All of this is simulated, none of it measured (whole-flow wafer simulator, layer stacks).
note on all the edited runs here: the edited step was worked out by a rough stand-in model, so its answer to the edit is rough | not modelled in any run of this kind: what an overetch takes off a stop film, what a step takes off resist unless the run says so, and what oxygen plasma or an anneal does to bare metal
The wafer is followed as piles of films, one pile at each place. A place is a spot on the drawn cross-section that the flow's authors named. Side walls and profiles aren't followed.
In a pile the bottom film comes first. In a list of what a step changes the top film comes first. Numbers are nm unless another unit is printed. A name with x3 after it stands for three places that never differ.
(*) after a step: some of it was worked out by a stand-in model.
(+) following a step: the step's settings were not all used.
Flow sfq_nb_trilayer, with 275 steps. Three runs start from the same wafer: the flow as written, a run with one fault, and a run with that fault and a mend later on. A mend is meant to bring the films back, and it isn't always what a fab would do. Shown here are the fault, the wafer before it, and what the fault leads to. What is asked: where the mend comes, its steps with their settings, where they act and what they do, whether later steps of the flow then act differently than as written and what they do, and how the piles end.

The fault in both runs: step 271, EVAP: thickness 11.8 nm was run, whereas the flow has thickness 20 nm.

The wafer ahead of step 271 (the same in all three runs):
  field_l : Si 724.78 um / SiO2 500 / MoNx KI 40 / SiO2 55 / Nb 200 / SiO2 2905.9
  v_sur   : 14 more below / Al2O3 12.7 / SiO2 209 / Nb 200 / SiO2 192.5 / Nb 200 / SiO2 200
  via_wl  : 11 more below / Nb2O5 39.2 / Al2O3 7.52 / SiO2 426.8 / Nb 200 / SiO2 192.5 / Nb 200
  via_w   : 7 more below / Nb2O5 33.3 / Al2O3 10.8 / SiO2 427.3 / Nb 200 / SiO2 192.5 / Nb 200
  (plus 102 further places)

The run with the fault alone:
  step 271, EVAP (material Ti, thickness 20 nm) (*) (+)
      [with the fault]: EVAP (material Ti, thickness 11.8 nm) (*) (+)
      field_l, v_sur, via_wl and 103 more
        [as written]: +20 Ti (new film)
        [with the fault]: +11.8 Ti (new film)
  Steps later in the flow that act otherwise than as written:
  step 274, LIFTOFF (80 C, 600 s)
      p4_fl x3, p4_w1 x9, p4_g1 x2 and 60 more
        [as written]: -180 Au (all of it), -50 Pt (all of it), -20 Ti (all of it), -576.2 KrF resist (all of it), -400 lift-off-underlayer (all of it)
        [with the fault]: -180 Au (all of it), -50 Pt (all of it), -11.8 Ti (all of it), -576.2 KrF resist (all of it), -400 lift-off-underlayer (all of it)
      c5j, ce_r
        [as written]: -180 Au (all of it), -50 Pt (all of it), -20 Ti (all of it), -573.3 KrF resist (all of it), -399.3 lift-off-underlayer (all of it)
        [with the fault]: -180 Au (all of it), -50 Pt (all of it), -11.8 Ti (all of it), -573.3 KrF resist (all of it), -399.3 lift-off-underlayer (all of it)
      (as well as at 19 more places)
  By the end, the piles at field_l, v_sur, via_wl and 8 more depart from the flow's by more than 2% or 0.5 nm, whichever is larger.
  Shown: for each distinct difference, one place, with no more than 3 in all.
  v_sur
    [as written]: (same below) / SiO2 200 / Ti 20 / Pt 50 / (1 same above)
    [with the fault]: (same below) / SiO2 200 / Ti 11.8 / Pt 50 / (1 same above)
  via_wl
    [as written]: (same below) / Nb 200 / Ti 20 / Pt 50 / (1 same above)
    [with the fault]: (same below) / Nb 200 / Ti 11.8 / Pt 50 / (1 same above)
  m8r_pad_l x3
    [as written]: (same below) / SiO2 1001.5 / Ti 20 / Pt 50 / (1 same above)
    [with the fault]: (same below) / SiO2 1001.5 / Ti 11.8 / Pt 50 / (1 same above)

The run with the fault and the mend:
  After step 271 comes the mend.
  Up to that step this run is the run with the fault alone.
  step 271a, EVAP (material Ti, thickness 8.2 nm) (*) (+) (a further turn of the flow's step 271, with different settings)
      field_l, v_sur, via_wl and 103 more
        +8.2 Ti
  None of the later steps of the flow acts differently than as written at any place that is followed.
  By the end, the piles equal the flow's at every place that both follow.
